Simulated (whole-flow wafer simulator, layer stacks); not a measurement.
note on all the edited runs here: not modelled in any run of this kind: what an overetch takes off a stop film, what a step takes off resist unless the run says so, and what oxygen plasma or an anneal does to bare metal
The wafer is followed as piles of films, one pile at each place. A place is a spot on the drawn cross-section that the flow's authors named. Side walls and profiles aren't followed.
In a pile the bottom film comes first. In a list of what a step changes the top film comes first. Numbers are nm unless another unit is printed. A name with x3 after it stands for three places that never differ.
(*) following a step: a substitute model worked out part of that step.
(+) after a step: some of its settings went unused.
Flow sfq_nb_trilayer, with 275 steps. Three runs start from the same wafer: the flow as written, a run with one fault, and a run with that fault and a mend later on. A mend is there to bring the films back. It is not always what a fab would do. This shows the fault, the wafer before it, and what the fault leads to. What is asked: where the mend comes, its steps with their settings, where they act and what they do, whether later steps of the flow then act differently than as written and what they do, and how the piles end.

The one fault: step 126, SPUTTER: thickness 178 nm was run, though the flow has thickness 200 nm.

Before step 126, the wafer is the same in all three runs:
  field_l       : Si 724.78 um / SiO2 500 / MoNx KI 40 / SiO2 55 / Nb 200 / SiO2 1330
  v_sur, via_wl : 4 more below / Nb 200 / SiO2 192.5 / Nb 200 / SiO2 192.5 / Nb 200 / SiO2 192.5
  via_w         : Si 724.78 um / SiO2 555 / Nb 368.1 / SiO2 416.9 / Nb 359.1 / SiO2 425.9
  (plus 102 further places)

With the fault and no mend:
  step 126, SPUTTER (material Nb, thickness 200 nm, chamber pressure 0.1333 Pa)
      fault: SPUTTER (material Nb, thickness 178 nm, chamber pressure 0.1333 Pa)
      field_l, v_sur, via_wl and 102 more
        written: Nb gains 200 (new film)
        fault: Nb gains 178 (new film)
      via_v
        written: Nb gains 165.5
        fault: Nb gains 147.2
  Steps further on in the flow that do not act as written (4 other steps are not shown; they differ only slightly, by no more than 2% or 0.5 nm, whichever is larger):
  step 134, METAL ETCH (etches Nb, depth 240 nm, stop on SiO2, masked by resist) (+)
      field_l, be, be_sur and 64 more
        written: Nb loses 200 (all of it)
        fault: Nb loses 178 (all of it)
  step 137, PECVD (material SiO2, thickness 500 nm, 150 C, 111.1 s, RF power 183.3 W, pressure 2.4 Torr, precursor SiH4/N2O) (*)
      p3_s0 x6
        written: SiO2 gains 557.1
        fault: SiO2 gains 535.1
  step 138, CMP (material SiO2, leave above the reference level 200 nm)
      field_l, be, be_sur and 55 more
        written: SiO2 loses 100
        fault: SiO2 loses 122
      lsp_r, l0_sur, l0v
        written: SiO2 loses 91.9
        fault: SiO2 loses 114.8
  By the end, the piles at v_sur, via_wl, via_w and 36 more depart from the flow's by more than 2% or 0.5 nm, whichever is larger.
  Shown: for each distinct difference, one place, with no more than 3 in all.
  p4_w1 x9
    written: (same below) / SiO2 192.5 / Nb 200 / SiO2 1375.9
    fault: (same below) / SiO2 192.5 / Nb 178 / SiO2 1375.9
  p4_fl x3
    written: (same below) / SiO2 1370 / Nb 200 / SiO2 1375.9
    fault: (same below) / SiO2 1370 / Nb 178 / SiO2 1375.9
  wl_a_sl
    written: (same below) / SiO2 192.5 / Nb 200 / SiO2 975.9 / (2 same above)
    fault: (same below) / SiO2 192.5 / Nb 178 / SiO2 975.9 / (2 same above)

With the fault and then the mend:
  After step 132 comes the mend.
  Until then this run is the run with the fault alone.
  step 132a, STRIP (over-ash 65%, gas O2, power 200 W) (*)
      p3_s0 x6, p3_fr x3, wl_d_sl and 38 more
        anti-reflective coat loses 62 (all of it)
      p4_fl x3, p4_w1 x9, p4_g1 x2 and 15 more
        KrF resist loses 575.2 (all of it), anti-reflective coat loses 62 (all of it)
      moat, field_r, lsp_l, lsp_r, l0_sur, l0v
        anti-reflective coat loses 61.8 (all of it)
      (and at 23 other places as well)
  step 132b, SPUTTER (material Nb, thickness 22 nm, chamber pressure 0.1333 Pa) (the flow's step 126, run once more with other settings)
      field_l, v_sur, via_wl and 102 more
        Nb gains 22
      via_v
        Nb gains 16.6
  step 132c, COAT (anti-reflective coat, thickness 62 nm) (*) (the flow's step 127, run once more)
      p4_fl x3, p4_w1 x9, p4_g1 x2 and 63 more
        anti-reflective coat gains 62 (new film)
      moat, field_r, lsp_l and 6 more
        anti-reflective coat gains 61.8 (new film)
      be_r, r_sur, res, r_end
        anti-reflective coat gains 61.7 (new film)
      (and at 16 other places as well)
  step 132d, COAT (KrF resist, thickness 600 nm) (*) (the flow's step 128, run once more)
      p4_fl x3, p4_w1 x9, p4_g1 x2 and 63 more
        KrF resist gains 600 (new film)
      field_r, lsp_l, ln_m5, lsp_m, l0v
        KrF resist gains 599.5 (new film)
      ln_m6, lsp_r, l0_sur
        KrF resist gains 599.6 (new film)
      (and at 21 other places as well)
  step 132e, SOFTBAKE (KrF resist) (the flow's step 129, run once more)
      alters no film at any place that is followed
  step 132f, EXPOSE (photomask M4, dose 12.11 mJ/cm2, NA 0.6, wavelength 248 nm) (*) (the flow's step 130, run once more)
      alters no film at any place that is followed
  step 132g, PEB (KrF resist, 90 s) (the flow's step 131, run once more)
      field_l, v_sur, via_wl and 97 more
        KrF resist loses 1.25
      via_w, via_wr, via_sp, wire, be
        KrF resist loses 1.24
      via_v
        KrF resist loses 1.61
  step 132h, DEVELOP (KrF resist, thickness 600 nm, 60 s) (the flow's step 132, run once more)
      p3_s0 x6, p3_fr x3, wl_d_sl and 38 more
        KrF resist loses 598.7 (all of it)
      v_sur, via_wl, via_w and 36 more
        KrF resist loses 23.5
      moat, field_r, lsp_l
        KrF resist loses 598.2 (all of it)
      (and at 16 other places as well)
  Later steps of the flow that are run all act as written at every place that is followed, up to a difference of at most 2% or 0.5 nm, whichever is larger.
  When the end is reached, the piles differ only a little from the flow's at the places that both follow, at most by 2% or 0.5 nm, whichever is larger.
